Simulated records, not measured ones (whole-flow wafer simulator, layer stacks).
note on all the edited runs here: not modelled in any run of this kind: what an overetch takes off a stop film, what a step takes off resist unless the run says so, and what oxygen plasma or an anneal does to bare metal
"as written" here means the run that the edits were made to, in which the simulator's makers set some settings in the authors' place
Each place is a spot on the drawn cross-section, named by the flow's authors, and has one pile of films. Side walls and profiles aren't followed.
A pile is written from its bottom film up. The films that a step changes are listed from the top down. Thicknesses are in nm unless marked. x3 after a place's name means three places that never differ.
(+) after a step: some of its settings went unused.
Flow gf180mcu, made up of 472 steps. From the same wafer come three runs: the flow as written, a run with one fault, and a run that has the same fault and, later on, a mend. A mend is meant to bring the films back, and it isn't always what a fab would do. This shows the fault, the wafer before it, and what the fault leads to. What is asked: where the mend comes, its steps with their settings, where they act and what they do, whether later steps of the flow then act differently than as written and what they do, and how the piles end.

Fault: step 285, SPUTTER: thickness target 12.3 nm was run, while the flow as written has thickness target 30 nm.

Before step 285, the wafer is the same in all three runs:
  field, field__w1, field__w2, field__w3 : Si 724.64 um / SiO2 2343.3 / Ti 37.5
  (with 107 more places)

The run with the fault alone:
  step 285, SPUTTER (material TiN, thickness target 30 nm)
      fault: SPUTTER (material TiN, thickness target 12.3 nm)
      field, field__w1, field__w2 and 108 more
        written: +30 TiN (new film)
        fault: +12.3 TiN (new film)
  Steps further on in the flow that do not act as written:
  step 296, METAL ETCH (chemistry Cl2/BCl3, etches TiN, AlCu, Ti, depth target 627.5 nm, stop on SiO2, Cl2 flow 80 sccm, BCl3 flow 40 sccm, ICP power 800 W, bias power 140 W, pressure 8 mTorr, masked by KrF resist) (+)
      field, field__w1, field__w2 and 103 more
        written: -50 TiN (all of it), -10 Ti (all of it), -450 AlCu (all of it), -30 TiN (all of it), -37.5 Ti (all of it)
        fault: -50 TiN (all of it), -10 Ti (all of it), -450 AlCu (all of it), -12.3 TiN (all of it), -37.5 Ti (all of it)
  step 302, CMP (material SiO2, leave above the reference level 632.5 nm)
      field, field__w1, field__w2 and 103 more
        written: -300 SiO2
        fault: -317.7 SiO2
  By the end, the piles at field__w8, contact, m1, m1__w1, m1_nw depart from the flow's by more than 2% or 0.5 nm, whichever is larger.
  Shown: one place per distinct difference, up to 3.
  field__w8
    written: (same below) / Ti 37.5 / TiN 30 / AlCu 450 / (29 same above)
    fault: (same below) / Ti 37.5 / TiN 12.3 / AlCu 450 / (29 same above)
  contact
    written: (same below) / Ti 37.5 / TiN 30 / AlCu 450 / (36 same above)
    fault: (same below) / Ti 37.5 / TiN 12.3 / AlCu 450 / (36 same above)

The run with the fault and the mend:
  The mend stands after step 285.
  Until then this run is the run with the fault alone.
  step 285a, SPUTTER (material TiN, thickness target 17.7 nm) (a further turn of the flow's step 285, with different settings)
      field, field__w1, field__w2 and 108 more
        +17.7 TiN
  None of the later steps of the flow acts differently than as written at any place that is followed.
  The piles end the same as the flow's at every place that both follow.
